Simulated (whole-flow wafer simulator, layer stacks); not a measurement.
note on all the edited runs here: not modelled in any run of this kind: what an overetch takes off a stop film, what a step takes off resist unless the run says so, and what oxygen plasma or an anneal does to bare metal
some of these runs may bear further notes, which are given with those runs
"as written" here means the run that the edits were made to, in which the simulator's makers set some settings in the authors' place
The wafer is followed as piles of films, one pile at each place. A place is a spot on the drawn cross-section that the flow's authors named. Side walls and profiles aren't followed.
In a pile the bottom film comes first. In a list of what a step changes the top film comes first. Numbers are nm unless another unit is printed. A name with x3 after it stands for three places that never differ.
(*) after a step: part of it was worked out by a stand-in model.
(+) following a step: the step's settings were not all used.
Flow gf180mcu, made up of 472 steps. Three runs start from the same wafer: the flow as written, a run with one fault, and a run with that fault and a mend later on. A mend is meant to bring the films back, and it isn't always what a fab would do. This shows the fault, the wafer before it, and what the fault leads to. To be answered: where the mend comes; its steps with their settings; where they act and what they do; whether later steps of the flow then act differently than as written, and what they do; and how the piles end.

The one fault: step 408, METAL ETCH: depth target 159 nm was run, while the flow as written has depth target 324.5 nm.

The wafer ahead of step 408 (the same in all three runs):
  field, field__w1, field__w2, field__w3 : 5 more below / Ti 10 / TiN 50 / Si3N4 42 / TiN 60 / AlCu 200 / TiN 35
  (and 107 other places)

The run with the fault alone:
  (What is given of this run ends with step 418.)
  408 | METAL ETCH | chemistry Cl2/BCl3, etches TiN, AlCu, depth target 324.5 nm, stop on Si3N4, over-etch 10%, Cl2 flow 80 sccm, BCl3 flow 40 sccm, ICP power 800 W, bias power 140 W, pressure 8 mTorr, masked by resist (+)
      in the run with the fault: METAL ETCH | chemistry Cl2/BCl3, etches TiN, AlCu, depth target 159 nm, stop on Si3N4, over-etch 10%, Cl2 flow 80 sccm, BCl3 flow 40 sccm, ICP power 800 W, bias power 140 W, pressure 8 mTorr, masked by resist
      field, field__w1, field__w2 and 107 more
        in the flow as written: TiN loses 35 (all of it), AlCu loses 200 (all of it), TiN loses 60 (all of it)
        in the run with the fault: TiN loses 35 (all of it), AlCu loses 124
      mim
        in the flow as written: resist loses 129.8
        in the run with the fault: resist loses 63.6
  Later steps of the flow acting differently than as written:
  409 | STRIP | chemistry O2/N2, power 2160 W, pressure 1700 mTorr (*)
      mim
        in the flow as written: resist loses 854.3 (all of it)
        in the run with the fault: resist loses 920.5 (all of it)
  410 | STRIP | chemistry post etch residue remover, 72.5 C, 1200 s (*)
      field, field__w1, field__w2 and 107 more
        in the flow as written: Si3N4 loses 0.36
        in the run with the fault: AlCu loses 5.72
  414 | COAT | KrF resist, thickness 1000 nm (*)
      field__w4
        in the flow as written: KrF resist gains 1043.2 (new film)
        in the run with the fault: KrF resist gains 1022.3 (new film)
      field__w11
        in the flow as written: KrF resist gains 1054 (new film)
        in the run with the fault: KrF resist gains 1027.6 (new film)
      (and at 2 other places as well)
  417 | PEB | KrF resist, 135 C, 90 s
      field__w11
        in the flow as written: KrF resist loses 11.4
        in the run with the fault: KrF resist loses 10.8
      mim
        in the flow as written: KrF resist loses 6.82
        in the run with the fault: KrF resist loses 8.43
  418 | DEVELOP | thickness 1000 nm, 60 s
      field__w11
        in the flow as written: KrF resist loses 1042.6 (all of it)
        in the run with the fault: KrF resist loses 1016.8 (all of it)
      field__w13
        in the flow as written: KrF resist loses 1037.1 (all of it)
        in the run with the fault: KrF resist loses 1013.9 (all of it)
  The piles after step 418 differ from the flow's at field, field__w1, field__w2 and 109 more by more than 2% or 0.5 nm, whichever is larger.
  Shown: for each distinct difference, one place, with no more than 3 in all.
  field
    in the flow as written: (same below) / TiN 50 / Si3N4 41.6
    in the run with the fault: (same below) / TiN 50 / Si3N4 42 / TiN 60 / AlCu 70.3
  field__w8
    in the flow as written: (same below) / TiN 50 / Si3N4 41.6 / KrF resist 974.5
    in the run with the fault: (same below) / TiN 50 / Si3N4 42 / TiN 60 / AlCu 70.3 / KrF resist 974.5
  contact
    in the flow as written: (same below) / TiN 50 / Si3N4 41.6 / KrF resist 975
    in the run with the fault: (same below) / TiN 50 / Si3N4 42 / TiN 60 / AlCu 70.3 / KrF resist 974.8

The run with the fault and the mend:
  After step 408 comes the mend.
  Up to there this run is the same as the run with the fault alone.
  408a | METAL ETCH | chemistry Cl2/BCl3, etches TiN, AlCu, depth target 165.5 nm, stop on Si3N4, over-etch 10%, Cl2 flow 80 sccm, BCl3 flow 40 sccm, ICP power 800 W, bias power 140 W, pressure 8 mTorr, masked by resist (+) (a further turn of the flow's step 408, with different settings)
      field, field__w1, field__w2 and 107 more
        AlCu loses 76 (all of it), TiN loses 60 (all of it)
      mim
        resist loses 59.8
  None of the later steps of the flow differs from how it acts as written, at any place that is followed, by more than 2% or 0.5 nm, whichever is larger.
  The piles end the same as the flow's at every place that both follow.
